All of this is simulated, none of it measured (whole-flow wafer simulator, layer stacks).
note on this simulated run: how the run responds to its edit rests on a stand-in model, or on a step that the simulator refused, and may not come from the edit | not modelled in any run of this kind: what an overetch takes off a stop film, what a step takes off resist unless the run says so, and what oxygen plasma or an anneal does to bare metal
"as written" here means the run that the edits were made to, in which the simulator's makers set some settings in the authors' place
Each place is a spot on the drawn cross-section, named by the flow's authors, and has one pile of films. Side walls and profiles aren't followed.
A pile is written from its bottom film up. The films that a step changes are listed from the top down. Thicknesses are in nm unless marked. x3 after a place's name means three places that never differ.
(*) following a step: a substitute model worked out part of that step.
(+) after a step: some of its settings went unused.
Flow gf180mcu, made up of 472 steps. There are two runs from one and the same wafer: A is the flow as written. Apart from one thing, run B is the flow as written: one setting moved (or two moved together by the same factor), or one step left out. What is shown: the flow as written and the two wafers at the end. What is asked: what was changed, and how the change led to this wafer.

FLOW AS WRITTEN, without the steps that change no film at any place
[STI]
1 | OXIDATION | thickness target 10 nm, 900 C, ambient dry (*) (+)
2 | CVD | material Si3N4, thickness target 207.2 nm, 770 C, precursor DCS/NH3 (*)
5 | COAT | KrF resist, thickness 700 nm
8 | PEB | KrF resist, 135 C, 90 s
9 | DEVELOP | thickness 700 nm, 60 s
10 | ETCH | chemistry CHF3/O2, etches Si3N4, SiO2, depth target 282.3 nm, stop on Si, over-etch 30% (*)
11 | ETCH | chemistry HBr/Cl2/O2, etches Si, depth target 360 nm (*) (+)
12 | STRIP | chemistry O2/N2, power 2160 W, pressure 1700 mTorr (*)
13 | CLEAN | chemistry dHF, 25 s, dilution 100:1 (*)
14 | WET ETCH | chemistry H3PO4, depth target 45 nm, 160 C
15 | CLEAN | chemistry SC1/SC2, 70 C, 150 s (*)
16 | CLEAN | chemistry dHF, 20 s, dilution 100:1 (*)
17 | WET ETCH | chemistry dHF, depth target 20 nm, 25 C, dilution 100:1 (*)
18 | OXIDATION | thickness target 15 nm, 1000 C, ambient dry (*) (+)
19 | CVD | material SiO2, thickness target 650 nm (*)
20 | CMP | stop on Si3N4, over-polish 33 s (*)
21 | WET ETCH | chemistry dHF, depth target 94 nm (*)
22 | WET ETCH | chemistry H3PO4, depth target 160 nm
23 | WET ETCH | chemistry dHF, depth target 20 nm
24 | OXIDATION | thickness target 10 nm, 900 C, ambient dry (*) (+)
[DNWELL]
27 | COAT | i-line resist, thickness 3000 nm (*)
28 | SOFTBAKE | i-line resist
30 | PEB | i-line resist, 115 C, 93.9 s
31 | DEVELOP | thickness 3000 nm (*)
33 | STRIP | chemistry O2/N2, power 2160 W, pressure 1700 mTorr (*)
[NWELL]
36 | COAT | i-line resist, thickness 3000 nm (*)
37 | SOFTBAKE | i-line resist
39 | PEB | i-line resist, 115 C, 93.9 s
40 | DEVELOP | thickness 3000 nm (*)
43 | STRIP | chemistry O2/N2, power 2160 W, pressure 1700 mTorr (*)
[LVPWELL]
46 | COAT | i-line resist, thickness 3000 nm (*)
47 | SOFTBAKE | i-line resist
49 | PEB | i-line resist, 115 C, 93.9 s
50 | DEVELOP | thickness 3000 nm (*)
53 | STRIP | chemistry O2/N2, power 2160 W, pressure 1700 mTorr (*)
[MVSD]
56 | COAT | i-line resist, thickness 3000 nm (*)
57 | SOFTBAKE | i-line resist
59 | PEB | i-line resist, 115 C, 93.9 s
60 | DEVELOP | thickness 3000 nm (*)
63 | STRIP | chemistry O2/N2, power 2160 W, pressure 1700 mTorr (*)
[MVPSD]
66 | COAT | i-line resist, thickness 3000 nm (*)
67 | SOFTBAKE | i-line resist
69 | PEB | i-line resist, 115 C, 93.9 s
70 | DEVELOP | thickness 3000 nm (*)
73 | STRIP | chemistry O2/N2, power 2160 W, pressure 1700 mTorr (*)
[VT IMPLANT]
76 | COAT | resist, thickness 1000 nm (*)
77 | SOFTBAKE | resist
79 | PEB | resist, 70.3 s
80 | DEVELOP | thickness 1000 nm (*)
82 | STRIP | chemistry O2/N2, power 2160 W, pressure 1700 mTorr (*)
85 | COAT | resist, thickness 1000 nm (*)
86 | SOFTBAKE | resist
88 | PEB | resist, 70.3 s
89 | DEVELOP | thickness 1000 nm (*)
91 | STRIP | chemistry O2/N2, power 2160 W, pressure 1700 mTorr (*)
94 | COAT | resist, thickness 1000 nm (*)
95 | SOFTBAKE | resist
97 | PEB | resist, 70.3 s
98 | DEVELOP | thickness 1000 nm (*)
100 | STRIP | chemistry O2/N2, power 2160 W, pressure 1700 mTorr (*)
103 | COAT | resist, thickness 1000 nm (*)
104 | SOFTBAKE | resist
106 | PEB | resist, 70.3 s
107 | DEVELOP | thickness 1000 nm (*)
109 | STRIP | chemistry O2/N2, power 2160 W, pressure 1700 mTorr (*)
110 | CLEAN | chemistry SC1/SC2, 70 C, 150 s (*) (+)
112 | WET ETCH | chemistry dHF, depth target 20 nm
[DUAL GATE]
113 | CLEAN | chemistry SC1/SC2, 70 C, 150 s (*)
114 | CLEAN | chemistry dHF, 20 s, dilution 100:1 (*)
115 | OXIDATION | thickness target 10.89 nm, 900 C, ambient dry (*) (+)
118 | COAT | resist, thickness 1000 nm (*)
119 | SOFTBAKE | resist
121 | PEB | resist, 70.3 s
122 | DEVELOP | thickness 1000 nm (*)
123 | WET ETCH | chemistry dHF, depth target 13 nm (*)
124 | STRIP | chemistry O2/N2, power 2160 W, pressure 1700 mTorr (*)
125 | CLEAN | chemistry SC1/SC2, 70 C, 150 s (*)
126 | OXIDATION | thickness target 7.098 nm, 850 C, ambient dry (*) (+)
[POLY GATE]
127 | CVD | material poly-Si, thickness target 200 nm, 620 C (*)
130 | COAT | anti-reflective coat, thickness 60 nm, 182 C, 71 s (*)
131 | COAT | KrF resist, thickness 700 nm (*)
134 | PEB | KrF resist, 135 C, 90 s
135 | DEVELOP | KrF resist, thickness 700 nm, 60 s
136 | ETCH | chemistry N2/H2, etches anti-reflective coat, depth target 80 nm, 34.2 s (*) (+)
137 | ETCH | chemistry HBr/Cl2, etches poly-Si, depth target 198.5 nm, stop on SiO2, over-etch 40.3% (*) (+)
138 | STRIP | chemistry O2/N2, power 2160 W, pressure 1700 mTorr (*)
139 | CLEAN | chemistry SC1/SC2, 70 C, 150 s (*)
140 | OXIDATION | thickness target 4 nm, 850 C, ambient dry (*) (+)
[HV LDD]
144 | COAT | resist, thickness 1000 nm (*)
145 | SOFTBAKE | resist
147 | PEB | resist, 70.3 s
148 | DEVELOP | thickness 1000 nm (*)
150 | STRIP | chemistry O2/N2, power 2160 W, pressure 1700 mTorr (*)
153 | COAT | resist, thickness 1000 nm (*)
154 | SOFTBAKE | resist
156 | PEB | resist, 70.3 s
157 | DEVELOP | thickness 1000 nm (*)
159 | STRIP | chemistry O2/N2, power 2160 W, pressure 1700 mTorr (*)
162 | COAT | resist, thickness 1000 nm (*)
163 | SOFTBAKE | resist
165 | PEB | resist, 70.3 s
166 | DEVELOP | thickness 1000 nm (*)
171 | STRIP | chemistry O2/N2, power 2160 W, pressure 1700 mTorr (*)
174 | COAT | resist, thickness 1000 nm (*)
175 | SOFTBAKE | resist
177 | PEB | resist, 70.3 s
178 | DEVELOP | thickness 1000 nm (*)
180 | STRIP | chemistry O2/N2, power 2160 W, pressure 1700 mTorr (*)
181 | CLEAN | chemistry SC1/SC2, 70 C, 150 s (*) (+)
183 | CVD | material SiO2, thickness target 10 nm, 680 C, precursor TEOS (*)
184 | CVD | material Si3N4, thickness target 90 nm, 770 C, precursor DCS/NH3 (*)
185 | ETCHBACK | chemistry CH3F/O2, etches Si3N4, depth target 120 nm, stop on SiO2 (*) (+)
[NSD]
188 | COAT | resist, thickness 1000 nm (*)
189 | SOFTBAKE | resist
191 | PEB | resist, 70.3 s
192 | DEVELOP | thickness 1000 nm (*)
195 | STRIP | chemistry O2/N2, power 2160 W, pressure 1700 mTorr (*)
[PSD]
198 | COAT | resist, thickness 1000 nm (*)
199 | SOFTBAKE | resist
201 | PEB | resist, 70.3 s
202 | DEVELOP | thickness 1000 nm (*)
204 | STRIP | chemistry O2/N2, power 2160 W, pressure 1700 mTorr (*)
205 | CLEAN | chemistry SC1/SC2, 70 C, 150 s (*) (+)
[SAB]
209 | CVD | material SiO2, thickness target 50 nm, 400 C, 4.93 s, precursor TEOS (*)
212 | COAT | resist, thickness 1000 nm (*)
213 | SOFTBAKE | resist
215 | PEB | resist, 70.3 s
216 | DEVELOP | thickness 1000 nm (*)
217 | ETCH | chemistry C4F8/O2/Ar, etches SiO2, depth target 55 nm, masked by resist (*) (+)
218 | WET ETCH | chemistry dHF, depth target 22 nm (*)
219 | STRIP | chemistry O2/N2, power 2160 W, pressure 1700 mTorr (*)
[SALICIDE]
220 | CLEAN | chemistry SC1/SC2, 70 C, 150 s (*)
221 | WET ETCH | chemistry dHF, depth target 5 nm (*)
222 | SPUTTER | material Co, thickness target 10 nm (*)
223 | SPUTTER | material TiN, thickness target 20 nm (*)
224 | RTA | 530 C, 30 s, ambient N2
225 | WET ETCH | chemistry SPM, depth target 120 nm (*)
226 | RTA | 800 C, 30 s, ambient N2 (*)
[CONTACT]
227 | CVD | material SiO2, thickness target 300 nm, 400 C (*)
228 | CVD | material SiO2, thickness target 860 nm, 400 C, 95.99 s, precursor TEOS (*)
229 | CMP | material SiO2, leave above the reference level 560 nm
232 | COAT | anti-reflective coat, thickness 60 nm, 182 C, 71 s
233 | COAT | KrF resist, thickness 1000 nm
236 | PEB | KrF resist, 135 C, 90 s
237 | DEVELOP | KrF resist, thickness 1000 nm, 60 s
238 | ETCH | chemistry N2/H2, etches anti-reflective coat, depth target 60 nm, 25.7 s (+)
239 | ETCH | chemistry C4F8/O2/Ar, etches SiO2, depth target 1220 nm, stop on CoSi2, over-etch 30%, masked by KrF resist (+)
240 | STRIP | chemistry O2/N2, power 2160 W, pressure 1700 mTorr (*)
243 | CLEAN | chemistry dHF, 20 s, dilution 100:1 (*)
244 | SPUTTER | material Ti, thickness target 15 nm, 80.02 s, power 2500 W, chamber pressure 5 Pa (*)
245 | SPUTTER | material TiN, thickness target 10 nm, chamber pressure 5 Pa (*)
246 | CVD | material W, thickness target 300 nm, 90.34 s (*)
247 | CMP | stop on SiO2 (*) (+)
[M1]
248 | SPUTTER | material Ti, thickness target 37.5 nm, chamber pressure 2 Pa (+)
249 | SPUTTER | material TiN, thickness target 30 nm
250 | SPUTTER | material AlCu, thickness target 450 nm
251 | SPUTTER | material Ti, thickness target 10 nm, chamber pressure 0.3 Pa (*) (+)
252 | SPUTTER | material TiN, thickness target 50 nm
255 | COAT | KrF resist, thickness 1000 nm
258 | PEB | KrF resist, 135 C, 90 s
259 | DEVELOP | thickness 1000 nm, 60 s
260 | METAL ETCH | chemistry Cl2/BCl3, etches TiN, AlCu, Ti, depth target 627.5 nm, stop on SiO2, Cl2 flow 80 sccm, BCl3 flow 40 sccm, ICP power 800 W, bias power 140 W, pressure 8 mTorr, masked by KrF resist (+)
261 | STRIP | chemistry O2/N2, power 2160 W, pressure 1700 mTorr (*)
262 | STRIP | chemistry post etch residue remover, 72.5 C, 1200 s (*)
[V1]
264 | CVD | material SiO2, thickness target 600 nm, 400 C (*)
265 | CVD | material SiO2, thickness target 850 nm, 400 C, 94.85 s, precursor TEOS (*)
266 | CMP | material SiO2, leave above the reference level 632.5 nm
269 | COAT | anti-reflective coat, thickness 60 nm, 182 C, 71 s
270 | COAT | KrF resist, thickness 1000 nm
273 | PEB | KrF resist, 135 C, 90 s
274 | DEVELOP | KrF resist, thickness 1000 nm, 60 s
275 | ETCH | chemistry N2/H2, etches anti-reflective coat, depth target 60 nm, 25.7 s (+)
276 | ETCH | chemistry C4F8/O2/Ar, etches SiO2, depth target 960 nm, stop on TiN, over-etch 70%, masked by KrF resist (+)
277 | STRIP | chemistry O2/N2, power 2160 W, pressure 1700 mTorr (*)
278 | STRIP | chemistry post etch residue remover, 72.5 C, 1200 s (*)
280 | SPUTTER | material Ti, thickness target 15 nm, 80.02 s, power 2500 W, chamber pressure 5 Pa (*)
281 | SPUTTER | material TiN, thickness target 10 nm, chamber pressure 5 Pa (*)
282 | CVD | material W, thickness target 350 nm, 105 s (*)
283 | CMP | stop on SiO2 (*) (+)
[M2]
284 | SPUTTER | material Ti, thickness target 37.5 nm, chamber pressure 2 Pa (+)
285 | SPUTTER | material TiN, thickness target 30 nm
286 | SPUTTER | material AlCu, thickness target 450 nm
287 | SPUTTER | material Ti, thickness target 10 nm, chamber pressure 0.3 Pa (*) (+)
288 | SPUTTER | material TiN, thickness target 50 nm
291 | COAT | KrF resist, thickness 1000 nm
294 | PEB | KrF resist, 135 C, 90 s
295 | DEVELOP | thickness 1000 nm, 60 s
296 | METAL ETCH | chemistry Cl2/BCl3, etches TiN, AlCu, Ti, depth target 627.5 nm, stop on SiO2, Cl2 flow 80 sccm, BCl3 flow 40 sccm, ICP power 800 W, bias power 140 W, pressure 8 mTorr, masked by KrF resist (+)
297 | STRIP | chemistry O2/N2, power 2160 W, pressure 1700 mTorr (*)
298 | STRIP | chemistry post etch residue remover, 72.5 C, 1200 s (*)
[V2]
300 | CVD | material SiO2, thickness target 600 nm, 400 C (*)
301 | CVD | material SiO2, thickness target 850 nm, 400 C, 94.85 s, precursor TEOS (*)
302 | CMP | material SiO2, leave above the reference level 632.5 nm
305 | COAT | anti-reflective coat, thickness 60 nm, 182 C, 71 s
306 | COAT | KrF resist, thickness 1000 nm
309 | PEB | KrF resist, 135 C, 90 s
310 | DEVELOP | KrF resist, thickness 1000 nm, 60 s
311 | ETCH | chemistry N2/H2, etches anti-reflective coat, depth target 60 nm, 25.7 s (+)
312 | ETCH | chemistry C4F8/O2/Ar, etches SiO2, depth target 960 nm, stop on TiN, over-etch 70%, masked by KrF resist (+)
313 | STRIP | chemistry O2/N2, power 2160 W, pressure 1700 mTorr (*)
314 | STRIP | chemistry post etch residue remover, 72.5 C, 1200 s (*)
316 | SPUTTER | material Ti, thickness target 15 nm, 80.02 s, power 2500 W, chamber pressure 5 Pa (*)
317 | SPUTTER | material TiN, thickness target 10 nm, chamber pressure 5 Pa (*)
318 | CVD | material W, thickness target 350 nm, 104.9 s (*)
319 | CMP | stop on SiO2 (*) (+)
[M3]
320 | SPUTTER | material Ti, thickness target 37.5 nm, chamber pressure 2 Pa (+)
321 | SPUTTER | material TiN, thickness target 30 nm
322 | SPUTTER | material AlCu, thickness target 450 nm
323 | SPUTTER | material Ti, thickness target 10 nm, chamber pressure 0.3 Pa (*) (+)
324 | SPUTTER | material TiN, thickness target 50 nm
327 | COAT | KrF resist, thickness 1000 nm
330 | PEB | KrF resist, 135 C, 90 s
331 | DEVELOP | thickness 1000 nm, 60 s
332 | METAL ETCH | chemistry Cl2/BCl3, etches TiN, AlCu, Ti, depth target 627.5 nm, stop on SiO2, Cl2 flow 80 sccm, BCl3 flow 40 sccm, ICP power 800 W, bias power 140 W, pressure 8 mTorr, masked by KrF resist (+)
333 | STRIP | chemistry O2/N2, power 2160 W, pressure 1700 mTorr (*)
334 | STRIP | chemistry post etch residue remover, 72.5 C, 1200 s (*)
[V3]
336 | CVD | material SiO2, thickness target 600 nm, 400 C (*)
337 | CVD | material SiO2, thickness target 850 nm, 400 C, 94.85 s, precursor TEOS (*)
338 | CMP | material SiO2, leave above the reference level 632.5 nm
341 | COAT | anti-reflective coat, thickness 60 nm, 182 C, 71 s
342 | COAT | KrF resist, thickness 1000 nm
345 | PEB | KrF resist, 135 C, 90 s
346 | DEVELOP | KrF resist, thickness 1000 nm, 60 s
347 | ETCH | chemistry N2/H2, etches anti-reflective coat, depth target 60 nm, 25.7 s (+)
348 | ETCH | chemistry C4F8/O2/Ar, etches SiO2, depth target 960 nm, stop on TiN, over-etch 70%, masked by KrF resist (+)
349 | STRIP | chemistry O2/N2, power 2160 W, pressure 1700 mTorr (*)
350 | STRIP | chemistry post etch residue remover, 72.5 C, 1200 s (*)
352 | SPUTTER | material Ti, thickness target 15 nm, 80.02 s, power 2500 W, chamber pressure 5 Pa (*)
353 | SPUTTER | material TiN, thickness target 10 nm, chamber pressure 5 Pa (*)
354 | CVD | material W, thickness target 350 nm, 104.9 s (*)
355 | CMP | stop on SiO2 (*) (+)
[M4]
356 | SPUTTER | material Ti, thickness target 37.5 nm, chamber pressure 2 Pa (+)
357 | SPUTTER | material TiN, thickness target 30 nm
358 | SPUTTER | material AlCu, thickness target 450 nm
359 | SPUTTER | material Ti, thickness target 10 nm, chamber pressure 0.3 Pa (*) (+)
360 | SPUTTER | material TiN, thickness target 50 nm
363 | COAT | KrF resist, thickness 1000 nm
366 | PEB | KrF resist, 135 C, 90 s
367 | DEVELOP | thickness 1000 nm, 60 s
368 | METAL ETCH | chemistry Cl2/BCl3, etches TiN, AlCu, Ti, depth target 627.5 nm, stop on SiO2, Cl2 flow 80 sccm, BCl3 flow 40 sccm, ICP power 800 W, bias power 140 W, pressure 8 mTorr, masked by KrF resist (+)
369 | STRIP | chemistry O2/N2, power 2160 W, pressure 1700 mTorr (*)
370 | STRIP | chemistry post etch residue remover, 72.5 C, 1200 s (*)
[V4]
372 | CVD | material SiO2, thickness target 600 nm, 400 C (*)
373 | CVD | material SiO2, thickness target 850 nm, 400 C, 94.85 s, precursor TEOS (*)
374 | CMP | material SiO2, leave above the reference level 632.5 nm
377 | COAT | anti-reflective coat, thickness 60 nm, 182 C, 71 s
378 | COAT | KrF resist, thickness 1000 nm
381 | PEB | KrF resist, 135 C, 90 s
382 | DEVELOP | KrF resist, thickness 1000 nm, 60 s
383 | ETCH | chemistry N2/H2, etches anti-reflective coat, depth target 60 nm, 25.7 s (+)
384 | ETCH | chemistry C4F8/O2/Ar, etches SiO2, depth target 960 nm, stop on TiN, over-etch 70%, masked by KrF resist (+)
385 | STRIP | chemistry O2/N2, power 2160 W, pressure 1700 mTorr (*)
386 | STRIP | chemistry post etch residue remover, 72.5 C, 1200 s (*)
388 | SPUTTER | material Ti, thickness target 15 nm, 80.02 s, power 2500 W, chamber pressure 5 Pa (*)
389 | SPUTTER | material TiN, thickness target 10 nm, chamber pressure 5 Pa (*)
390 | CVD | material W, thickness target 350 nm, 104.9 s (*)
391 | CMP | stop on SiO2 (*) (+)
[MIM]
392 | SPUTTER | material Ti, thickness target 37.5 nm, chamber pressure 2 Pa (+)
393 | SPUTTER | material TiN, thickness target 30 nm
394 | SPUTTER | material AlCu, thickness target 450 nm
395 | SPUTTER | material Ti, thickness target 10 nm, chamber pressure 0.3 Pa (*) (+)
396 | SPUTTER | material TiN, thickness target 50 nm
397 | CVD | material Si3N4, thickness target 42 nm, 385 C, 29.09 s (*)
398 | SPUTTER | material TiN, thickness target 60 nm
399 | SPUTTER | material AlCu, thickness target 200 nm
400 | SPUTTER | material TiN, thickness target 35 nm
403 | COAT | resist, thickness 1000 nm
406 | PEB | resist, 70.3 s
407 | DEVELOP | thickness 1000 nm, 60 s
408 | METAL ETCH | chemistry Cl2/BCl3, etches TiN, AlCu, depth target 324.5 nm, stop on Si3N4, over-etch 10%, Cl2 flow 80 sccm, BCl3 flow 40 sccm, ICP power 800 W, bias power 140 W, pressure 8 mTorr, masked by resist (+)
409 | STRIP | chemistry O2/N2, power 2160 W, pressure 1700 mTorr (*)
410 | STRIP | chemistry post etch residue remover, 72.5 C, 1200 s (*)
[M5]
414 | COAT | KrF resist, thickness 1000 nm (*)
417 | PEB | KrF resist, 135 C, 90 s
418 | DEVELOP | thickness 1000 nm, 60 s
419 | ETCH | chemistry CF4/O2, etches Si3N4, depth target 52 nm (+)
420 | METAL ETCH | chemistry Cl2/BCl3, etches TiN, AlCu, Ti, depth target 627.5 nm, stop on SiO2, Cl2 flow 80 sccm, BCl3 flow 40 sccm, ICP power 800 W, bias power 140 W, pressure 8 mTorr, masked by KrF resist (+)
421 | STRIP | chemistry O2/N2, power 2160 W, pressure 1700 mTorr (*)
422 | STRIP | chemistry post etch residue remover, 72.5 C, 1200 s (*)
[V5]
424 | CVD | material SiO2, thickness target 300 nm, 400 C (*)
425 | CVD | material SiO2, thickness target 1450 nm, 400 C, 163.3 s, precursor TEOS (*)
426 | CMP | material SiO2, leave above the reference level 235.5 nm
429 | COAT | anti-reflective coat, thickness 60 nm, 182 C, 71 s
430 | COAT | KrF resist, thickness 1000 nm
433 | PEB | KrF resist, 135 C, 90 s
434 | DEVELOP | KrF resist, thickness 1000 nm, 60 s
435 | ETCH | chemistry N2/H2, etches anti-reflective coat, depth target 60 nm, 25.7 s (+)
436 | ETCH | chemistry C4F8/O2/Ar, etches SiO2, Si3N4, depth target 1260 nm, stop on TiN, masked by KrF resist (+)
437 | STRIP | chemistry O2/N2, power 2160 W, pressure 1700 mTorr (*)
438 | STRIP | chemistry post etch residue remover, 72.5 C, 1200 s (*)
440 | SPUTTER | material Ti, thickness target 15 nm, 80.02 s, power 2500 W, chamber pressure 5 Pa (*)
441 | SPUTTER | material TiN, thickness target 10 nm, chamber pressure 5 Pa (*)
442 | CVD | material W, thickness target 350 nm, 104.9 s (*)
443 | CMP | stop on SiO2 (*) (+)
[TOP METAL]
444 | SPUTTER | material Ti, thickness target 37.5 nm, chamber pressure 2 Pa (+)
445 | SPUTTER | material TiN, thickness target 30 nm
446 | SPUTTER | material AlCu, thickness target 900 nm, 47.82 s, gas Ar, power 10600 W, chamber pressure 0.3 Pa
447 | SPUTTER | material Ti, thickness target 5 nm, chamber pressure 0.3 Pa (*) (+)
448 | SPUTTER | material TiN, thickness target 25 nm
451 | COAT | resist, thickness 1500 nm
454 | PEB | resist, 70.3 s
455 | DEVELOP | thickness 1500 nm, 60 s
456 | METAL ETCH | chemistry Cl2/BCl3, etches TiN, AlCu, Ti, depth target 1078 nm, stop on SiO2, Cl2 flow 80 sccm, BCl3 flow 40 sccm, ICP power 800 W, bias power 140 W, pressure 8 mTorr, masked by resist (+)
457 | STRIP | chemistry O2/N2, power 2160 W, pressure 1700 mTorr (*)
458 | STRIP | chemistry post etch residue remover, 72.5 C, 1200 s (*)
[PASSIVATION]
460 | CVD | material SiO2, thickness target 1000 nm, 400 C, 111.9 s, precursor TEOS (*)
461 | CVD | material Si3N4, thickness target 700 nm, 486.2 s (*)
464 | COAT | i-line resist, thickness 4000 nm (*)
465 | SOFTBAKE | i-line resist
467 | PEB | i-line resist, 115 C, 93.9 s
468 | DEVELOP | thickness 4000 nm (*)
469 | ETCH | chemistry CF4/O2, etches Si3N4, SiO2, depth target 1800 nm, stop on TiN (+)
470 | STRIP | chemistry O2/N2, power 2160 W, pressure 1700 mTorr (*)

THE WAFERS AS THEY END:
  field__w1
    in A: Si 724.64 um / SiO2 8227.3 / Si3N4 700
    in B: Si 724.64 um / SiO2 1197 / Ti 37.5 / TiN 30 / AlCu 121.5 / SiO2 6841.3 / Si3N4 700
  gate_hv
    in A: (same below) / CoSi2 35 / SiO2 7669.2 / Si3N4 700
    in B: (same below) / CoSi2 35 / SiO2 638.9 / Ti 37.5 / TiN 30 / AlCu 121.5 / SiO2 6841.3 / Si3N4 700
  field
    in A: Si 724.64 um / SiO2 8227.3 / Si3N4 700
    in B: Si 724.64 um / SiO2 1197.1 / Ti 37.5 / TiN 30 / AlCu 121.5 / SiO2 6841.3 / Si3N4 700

What caused this: step 260, METAL ETCH: depth target 382.8 nm was run, while the flow as written has depth target 627.5 nm.

The path from the change to this, step by step:
  260 | METAL ETCH | chemistry Cl2/BCl3, etches TiN, AlCu, Ti, depth target 627.5 nm, stop on SiO2, Cl2 flow 80 sccm, BCl3 flow 40 sccm, ICP power 800 W, bias power 140 W, pressure 8 mTorr, masked by KrF resist (+)
      field, field__w1, field__w2 and 99 more: A -50 TiN (all of it), -10 Ti (all of it), -450 AlCu (all of it), -30 TiN (all of it), -37.5 Ti (all of it) | B -50 TiN (all of it), -10 Ti (all of it), -322.8 AlCu
      field__w8, contact, m1 and 6 more: A -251 KrF resist | B -153.1 KrF resist
  261 | STRIP | chemistry O2/N2, power 2160 W, pressure 1700 mTorr (*)
      field__w8, contact, m1 and 6 more: A -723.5 KrF resist (all of it) | B -821.4 KrF resist (all of it)
  262 | STRIP | chemistry post etch residue remover, 72.5 C, 1200 s (*)
      field, field__w1, field__w2 and 99 more: A nothing | B -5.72 AlCu
  264 | CVD | material SiO2, thickness target 600 nm, 400 C (*)
      field, field__w1, field__w2 and 99 more: A +600 SiO2 | B +600 SiO2 (new film)
  266 | CMP | material SiO2, leave above the reference level 632.5 nm
      field, field__w1, field__w2 and 99 more: A -300 SiO2 | B -489 SiO2
If metal films that touch count as one body, field__w1 has 1 body; the flow as written gives 0 bodies.
If metal films that touch count as one body, gate_hv has 2 bodies (between them, from the top down: SiO2 638.9); the flow as written gives 1 body.
If metal films that touch count as one body, field has 1 body; the flow as written gives 0 bodies.
